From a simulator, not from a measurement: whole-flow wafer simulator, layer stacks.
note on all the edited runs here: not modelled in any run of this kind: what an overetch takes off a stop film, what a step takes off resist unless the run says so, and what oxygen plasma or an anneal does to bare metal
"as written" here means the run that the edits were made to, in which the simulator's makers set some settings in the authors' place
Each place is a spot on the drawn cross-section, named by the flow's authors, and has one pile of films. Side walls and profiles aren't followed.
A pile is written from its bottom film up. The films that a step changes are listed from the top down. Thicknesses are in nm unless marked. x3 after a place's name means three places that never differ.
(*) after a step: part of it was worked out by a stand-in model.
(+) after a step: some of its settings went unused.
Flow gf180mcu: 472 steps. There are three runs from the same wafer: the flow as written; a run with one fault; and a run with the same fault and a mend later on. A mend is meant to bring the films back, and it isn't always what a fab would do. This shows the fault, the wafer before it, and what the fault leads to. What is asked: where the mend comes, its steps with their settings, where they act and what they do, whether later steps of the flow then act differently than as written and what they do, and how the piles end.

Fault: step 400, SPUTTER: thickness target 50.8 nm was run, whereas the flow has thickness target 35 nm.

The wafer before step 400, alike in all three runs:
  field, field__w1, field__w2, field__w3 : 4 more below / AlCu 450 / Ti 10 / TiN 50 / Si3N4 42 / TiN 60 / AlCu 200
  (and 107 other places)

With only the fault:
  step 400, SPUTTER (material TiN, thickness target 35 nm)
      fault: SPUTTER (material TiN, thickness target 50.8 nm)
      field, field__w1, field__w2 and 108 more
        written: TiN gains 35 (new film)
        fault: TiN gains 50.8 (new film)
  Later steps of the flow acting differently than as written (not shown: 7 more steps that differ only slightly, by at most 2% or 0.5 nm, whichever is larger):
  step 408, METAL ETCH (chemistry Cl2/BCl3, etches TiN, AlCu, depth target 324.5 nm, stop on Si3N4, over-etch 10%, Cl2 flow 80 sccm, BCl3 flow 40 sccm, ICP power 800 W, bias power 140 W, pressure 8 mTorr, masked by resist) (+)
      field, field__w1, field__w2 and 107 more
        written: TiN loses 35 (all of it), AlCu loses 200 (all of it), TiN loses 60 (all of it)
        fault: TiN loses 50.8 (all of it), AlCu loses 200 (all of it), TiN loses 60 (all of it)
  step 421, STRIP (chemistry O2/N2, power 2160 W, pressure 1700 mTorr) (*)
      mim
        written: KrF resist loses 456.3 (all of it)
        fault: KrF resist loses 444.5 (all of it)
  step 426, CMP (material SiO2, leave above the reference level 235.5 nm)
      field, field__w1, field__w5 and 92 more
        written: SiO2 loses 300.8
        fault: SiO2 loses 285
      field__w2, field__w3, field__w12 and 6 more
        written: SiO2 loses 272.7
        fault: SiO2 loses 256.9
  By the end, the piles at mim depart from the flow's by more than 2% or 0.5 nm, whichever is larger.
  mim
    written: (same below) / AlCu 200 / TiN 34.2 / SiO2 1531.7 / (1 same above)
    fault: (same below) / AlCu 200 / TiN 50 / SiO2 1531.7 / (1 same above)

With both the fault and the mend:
  After step 407 comes the mend.
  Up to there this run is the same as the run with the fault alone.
  step 408, METAL ETCH (chemistry Cl2/BCl3, etches TiN, AlCu, depth target 340.3 nm, stop on Si3N4, over-etch 10%, Cl2 flow 80 sccm, BCl3 flow 40 sccm, ICP power 800 W, bias power 140 W, pressure 8 mTorr, masked by resist) (+) (the flow's step 408, where the flow has depth target 324.5 nm)
      field, field__w1, field__w2 and 107 more
        TiN loses 50.8 (all of it), AlCu loses 200 (all of it), TiN loses 60 (all of it)
      mim
        resist loses 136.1
  Later steps of the flow acting differently than as written (not shown: 8 more steps that differ only slightly, by at most 2% or 0.5 nm, whichever is larger):
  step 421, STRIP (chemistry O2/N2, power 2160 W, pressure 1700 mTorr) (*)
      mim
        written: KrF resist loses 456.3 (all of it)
        mend: KrF resist loses 444.5 (all of it)
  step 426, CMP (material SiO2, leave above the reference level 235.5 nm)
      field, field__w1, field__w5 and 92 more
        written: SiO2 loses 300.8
        mend: SiO2 loses 285
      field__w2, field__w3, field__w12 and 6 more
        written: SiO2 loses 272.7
        mend: SiO2 loses 256.9
  By the end, the piles at mim depart from the flow's by more than 2% or 0.5 nm, whichever is larger.
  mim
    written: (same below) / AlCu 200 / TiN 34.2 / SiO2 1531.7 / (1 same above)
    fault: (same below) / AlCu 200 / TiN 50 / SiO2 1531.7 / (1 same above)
    mend: (same below) / AlCu 200 / TiN 50 / SiO2 1531.7 / (1 same above)
